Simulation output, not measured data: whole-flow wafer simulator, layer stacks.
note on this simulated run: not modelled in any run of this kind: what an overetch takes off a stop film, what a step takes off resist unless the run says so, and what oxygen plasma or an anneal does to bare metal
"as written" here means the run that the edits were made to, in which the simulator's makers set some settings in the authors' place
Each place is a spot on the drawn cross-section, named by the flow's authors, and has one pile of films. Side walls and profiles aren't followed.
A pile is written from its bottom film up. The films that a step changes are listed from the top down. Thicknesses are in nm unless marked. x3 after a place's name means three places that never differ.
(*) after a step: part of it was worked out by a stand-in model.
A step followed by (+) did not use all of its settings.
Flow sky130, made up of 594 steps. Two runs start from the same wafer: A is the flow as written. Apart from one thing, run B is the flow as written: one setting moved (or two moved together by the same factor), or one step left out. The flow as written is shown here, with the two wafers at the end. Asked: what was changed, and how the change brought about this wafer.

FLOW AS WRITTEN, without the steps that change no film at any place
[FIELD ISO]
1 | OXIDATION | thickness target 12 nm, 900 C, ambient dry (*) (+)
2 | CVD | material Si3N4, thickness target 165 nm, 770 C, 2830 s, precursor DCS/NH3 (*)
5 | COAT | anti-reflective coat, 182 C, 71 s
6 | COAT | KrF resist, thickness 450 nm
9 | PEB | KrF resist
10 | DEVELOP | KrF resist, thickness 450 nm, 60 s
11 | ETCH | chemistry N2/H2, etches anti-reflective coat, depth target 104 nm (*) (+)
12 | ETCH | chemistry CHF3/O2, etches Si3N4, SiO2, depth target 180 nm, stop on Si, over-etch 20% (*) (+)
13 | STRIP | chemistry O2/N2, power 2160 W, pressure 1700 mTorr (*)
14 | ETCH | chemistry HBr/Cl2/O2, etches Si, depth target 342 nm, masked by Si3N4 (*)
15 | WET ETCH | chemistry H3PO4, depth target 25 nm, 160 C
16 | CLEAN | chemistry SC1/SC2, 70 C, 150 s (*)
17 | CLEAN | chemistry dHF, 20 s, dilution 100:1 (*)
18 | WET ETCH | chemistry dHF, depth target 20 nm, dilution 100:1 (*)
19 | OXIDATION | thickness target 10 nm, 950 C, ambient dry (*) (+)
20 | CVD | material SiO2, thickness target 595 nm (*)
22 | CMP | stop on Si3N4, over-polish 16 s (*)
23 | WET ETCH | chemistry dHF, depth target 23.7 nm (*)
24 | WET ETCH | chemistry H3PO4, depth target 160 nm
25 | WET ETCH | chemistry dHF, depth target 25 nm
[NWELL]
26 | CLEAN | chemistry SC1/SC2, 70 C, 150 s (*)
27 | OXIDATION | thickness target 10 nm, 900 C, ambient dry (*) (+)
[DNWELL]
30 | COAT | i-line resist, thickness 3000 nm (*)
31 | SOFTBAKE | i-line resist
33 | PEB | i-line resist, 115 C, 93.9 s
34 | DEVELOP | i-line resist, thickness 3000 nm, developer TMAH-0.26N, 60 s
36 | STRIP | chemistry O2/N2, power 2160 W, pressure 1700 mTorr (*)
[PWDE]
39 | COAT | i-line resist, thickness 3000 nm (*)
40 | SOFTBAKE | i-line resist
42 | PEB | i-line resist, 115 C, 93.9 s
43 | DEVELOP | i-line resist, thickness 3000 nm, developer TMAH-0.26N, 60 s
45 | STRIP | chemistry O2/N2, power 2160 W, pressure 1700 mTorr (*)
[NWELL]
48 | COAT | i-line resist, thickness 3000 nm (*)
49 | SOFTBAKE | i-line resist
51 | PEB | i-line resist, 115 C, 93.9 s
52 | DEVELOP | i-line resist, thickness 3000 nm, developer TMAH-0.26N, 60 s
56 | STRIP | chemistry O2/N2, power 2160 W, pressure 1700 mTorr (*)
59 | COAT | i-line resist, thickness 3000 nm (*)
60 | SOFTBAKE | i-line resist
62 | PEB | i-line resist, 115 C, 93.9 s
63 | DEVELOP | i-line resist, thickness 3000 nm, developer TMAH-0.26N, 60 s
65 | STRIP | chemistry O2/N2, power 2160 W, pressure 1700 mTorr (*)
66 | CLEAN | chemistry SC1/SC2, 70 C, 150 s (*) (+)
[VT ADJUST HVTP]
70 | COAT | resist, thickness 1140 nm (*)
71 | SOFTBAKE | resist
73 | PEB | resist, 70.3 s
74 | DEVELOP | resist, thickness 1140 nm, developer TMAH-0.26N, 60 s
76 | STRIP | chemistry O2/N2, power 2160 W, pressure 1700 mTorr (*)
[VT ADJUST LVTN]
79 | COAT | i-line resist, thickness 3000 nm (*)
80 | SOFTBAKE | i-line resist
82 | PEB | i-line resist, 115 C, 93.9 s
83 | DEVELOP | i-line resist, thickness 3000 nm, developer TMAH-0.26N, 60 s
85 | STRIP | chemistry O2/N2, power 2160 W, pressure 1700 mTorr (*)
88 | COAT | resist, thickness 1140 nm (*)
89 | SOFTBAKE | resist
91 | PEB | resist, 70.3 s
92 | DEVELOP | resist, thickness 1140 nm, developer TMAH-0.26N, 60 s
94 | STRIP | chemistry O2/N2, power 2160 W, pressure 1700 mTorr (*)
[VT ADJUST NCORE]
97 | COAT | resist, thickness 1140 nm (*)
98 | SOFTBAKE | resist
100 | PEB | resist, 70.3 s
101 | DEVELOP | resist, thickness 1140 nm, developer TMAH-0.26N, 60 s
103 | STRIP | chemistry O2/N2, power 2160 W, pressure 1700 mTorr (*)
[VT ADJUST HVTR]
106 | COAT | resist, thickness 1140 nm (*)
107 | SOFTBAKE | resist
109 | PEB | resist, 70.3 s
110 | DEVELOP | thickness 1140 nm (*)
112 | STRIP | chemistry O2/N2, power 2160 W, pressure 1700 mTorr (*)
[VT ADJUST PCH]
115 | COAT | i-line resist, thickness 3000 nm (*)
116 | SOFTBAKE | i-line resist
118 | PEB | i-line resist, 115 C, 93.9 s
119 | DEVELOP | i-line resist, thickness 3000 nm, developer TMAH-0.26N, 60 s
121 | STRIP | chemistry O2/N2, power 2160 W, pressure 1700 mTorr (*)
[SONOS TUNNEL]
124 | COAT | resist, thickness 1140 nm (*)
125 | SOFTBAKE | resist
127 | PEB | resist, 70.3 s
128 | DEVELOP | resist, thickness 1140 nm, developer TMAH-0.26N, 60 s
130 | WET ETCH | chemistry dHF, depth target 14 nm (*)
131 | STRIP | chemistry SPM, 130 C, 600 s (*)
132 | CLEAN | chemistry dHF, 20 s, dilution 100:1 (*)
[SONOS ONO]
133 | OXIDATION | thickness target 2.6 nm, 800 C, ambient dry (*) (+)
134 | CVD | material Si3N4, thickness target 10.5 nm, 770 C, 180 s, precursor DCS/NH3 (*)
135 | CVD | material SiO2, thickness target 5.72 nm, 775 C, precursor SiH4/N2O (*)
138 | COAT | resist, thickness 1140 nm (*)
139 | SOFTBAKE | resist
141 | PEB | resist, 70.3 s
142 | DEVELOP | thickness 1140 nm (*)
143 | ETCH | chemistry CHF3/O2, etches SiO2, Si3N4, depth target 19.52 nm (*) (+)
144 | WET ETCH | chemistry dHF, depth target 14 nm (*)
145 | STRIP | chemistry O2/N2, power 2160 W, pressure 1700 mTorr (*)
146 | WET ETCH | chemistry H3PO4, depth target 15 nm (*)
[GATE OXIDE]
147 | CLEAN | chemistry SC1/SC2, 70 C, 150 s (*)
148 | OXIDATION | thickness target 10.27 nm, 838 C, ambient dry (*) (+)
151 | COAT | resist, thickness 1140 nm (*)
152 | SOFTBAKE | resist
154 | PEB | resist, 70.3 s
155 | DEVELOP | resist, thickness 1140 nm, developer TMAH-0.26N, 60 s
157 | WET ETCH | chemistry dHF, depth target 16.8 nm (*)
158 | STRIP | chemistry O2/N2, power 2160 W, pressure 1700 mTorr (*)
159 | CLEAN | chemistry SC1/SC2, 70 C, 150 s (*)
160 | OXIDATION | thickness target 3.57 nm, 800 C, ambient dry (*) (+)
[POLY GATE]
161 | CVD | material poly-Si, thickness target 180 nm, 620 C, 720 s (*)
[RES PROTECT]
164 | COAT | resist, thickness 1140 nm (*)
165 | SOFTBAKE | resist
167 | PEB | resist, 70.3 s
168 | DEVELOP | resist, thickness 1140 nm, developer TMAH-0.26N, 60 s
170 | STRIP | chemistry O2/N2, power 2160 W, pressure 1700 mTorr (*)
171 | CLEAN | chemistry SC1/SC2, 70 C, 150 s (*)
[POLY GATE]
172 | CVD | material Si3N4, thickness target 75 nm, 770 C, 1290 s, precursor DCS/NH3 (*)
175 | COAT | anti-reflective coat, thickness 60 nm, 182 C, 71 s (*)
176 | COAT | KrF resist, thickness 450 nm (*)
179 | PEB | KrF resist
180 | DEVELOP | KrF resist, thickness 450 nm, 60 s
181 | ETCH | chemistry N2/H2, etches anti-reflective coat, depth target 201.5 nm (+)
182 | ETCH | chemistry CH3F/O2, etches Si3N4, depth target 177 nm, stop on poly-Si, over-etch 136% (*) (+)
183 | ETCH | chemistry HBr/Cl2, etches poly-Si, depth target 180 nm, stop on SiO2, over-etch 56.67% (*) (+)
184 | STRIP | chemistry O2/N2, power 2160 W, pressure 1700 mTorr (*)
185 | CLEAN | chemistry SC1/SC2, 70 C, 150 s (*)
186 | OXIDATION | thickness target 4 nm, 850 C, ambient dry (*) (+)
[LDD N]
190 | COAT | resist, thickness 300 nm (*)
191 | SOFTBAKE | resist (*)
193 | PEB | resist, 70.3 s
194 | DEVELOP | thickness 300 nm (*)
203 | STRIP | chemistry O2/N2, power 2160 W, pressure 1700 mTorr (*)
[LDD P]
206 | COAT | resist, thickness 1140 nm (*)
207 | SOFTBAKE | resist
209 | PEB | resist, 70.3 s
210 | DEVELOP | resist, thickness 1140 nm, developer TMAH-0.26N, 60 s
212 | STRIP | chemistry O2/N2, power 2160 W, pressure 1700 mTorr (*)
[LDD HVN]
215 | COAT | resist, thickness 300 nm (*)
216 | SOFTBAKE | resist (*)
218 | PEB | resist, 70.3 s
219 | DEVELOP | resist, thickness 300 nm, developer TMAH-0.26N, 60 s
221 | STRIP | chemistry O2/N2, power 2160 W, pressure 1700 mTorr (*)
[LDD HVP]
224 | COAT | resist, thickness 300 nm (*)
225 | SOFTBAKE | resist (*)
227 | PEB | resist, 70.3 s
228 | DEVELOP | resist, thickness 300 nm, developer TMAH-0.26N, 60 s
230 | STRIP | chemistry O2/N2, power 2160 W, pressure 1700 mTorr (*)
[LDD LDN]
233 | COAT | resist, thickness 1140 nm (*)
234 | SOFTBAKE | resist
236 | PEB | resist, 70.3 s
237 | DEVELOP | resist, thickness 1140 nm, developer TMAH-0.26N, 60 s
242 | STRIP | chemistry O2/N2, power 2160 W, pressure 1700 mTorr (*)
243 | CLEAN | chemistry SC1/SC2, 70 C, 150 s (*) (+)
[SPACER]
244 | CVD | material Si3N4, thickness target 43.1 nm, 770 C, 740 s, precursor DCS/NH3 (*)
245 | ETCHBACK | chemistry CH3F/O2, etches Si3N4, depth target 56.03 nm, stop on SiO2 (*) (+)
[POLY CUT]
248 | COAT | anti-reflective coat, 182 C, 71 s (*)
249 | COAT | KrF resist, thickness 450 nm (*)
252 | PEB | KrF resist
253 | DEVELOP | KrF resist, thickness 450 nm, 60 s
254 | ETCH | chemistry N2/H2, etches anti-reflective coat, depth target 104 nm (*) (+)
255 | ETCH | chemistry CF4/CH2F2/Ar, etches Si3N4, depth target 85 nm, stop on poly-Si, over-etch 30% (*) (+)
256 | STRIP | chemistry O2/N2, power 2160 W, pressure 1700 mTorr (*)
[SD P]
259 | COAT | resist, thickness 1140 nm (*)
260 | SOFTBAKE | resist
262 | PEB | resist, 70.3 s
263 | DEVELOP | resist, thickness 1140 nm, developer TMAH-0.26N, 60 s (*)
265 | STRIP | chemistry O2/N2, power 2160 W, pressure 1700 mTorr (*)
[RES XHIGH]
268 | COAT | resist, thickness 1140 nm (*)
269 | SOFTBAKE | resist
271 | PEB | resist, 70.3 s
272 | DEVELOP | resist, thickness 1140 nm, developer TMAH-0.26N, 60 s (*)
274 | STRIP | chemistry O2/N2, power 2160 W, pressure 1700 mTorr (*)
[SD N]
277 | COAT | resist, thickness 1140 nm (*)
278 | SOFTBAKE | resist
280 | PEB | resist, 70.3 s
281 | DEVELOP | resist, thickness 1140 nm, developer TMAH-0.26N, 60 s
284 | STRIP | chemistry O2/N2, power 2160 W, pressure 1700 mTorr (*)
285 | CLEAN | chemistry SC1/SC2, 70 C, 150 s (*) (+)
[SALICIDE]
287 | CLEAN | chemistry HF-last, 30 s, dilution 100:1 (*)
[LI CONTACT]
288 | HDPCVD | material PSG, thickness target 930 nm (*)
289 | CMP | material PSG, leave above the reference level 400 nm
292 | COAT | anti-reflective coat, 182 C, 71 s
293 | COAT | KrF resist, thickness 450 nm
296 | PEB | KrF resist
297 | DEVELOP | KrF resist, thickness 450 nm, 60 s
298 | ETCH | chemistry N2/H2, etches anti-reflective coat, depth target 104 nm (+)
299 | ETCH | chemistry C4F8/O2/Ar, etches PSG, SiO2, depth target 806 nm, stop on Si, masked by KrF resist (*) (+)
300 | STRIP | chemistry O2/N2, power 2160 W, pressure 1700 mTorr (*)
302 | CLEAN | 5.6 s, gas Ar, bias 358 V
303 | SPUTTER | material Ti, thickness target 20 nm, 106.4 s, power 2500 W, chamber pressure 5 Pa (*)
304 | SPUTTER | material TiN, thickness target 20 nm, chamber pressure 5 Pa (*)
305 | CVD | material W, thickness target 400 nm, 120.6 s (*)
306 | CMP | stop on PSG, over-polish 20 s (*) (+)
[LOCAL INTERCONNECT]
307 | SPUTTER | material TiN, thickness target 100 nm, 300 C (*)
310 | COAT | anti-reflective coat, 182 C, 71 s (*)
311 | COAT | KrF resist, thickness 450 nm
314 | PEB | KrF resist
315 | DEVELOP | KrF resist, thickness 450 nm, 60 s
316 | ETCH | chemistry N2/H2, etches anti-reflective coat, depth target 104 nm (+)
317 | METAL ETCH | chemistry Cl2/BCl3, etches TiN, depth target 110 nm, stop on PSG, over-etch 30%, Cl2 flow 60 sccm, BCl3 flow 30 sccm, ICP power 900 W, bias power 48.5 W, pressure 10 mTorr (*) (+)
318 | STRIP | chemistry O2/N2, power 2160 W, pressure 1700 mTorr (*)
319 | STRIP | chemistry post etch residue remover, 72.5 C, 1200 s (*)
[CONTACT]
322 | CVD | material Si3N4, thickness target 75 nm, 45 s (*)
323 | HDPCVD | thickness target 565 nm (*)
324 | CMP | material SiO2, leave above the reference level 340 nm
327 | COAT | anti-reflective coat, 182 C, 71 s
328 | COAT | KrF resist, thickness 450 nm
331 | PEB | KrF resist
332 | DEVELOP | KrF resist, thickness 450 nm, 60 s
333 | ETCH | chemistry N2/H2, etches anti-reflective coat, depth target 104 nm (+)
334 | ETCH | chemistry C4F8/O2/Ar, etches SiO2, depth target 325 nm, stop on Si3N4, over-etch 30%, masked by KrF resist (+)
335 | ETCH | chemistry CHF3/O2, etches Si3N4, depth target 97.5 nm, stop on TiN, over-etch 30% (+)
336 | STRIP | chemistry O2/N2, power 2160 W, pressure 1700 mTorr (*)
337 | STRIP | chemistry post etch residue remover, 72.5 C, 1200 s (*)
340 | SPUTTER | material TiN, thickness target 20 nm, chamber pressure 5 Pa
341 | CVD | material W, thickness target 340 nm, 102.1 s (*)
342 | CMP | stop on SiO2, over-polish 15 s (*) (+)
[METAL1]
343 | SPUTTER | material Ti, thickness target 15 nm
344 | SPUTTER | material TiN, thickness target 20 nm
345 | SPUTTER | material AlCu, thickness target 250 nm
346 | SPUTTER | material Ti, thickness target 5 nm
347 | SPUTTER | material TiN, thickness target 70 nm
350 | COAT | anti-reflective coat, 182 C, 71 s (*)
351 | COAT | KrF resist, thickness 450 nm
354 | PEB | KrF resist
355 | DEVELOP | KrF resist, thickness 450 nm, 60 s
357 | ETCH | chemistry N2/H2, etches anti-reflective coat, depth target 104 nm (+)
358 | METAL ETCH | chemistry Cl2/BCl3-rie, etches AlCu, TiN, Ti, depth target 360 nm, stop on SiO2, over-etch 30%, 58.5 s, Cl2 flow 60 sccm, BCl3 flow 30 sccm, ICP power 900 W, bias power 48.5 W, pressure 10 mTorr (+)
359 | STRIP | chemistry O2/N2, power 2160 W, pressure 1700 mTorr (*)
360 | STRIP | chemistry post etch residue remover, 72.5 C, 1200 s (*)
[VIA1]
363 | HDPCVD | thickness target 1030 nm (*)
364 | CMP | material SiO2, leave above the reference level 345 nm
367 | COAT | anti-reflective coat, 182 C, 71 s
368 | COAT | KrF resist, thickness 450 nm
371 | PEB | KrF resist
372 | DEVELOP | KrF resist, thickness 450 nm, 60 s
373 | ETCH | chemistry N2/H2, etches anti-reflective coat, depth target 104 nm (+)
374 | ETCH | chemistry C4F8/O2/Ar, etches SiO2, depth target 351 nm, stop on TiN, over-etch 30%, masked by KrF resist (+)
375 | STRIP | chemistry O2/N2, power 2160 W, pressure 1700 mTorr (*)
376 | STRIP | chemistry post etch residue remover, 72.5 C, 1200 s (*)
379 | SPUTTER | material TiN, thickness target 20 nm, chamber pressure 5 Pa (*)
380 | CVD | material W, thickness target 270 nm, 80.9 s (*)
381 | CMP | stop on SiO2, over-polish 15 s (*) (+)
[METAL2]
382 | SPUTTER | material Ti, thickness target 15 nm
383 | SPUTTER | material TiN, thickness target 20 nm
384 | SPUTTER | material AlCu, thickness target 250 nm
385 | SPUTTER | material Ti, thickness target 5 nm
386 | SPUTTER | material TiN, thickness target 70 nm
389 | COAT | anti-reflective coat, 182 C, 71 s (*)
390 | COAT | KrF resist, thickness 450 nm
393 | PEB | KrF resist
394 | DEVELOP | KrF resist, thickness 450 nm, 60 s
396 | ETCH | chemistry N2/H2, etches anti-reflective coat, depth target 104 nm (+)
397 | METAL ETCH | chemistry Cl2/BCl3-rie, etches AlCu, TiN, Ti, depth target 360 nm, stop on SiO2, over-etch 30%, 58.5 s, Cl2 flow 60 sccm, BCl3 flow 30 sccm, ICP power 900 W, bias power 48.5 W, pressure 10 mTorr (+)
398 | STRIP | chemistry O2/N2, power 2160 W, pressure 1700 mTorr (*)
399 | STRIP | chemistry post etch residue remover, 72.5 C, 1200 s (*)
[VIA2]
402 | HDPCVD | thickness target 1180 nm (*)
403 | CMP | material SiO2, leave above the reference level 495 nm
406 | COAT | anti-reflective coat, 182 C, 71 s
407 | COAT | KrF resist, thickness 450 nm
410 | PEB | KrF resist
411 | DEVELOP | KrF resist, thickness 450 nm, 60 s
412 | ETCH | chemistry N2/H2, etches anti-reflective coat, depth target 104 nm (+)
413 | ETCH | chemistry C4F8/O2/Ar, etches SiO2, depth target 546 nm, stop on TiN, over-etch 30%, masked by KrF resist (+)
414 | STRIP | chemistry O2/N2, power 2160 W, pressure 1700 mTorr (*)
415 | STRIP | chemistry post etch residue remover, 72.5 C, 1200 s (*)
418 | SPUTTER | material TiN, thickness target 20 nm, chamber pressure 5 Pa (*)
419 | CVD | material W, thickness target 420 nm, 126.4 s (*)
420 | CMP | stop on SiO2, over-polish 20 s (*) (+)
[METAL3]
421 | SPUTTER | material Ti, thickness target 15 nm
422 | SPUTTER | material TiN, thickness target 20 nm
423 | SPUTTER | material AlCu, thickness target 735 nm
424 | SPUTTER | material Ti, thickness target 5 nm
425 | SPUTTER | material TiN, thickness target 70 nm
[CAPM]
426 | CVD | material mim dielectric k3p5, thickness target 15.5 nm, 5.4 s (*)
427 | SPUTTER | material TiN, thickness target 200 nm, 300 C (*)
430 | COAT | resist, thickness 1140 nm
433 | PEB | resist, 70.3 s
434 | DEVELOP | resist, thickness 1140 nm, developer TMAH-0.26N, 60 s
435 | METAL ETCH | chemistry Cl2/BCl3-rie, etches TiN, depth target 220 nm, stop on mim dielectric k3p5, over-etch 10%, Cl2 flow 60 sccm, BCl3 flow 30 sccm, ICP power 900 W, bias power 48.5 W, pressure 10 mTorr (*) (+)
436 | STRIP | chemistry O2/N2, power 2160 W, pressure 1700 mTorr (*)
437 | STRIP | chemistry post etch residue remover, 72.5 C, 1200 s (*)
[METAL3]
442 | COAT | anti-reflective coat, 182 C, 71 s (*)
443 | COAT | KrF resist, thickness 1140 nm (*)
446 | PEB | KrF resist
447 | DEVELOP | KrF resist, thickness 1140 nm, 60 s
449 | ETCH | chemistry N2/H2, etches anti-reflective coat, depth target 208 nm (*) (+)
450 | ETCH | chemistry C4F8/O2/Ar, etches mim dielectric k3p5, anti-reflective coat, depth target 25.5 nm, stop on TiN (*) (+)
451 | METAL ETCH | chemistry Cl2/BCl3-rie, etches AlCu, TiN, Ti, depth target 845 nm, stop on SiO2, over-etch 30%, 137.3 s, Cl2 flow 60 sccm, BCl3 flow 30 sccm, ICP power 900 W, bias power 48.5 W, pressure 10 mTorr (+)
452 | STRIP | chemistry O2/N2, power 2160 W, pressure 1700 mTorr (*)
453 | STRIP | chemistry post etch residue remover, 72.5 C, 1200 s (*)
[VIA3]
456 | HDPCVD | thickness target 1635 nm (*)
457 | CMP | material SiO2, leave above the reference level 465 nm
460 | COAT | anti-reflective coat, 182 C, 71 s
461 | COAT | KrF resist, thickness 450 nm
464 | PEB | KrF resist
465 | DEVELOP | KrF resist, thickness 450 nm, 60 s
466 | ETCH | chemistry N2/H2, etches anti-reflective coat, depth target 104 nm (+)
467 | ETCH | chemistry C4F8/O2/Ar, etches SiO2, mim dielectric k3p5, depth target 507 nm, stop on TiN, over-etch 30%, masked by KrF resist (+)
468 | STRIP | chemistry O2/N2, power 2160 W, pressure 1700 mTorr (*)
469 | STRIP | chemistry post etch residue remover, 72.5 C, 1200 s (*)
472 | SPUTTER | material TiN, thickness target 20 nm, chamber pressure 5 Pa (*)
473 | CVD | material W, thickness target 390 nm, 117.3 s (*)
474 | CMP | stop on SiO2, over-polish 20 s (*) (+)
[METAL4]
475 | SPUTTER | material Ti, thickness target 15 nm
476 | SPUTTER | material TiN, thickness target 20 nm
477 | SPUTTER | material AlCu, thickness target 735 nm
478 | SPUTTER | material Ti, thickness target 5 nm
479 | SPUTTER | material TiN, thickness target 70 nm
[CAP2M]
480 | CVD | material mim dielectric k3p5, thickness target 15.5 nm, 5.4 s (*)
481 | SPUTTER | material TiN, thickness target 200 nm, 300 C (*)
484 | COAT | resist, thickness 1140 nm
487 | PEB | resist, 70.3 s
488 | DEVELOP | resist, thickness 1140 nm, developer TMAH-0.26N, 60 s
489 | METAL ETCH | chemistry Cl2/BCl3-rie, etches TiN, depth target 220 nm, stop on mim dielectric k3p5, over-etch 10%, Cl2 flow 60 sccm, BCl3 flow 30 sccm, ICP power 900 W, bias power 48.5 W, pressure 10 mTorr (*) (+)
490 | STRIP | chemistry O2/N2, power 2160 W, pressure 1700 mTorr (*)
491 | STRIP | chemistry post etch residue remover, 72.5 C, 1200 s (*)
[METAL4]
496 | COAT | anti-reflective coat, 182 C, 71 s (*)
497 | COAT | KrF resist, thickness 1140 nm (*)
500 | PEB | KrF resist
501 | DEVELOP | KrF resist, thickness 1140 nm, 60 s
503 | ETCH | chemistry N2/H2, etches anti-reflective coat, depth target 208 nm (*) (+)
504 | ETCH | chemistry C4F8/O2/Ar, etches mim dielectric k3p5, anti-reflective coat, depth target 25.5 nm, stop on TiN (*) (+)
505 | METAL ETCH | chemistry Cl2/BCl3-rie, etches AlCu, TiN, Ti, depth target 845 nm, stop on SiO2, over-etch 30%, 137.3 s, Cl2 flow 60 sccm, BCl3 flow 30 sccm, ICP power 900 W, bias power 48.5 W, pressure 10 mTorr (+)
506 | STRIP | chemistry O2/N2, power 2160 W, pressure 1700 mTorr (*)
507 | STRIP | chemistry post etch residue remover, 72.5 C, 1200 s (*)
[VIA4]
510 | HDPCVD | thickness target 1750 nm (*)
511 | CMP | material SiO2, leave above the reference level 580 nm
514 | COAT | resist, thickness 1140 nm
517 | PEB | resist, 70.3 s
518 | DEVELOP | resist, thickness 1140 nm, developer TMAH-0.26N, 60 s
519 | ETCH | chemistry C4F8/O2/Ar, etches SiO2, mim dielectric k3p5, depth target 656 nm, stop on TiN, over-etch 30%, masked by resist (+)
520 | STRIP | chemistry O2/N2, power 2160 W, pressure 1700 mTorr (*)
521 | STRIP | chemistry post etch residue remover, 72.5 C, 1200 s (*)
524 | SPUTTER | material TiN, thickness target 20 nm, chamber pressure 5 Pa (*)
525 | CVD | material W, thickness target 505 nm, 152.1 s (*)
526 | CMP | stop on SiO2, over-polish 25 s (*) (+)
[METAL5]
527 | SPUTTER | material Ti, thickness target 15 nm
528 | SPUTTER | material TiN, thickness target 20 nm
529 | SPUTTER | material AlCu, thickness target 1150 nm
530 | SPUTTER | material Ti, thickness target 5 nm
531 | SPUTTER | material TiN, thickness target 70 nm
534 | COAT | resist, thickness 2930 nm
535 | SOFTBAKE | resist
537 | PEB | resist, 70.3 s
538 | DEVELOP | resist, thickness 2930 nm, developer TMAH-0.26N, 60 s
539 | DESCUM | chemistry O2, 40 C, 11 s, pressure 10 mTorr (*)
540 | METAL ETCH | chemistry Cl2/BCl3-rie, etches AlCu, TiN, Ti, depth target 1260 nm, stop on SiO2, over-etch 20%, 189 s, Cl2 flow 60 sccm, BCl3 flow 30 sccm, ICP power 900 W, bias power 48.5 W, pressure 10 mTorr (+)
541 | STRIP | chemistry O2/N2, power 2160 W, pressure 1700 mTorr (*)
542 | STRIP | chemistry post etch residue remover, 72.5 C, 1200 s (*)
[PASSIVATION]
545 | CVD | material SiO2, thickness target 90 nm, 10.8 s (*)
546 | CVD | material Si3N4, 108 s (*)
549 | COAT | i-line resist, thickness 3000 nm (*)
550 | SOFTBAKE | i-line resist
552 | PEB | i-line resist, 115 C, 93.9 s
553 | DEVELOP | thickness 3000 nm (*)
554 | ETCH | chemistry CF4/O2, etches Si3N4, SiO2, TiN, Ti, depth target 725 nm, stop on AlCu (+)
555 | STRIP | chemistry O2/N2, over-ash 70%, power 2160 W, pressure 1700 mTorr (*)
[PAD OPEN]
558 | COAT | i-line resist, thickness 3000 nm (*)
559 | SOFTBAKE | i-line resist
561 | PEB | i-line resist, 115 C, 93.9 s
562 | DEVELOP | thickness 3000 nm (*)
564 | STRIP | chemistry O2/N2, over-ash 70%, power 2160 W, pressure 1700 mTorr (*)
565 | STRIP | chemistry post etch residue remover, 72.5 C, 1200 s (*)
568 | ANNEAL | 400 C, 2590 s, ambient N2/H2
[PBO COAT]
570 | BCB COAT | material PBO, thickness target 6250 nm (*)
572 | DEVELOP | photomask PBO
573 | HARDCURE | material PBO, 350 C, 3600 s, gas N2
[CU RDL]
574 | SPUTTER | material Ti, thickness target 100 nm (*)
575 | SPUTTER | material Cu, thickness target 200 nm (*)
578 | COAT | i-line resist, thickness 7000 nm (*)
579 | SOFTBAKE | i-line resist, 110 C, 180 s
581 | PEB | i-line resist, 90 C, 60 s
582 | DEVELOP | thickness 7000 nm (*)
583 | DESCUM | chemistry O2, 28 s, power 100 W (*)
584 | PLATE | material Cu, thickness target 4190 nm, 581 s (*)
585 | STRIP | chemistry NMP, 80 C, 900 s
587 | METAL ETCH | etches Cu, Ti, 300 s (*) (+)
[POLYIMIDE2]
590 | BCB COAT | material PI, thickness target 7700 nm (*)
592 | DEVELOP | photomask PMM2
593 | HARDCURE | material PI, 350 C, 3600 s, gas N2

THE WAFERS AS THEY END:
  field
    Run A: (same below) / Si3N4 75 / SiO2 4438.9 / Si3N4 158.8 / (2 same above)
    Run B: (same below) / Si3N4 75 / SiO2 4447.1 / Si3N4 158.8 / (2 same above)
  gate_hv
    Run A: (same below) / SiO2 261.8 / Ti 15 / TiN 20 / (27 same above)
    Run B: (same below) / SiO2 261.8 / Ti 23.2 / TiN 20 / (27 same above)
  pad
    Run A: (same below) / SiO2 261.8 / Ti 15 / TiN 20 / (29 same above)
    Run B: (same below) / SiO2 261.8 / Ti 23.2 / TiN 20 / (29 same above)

What caused this: step 343, SPUTTER: thickness target 23.2 nm was run, whereas the flow has thickness target 15 nm.
The wafer lets one read it off: gate_hv has Ti 23.2, and step 343 as written asks for 15 nm.

How this came from the change, step by step:
  343 | SPUTTER | material Ti, thickness target 15 nm
      field, active, n_well and 188 more: A +15 Ti (new film) | B +23.2 Ti (new film)
  358 | METAL ETCH | chemistry Cl2/BCl3-rie, etches AlCu, TiN, Ti, depth target 360 nm, stop on SiO2, over-etch 30%, 58.5 s, Cl2 flow 60 sccm, BCl3 flow 30 sccm, ICP power 900 W, bias power 48.5 W, pressure 10 mTorr (+)
      field, active, gate and 81 more: A -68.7 TiN (all of it), -5 Ti (all of it), -250 AlCu (all of it), -20 TiN (all of it), -15 Ti (all of it), -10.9 SiO2 | B -68.7 TiN (all of it), -5 Ti (all of it), -250 AlCu (all of it), -20 TiN (all of it), -23.2 Ti (all of it), -10.1 SiO2
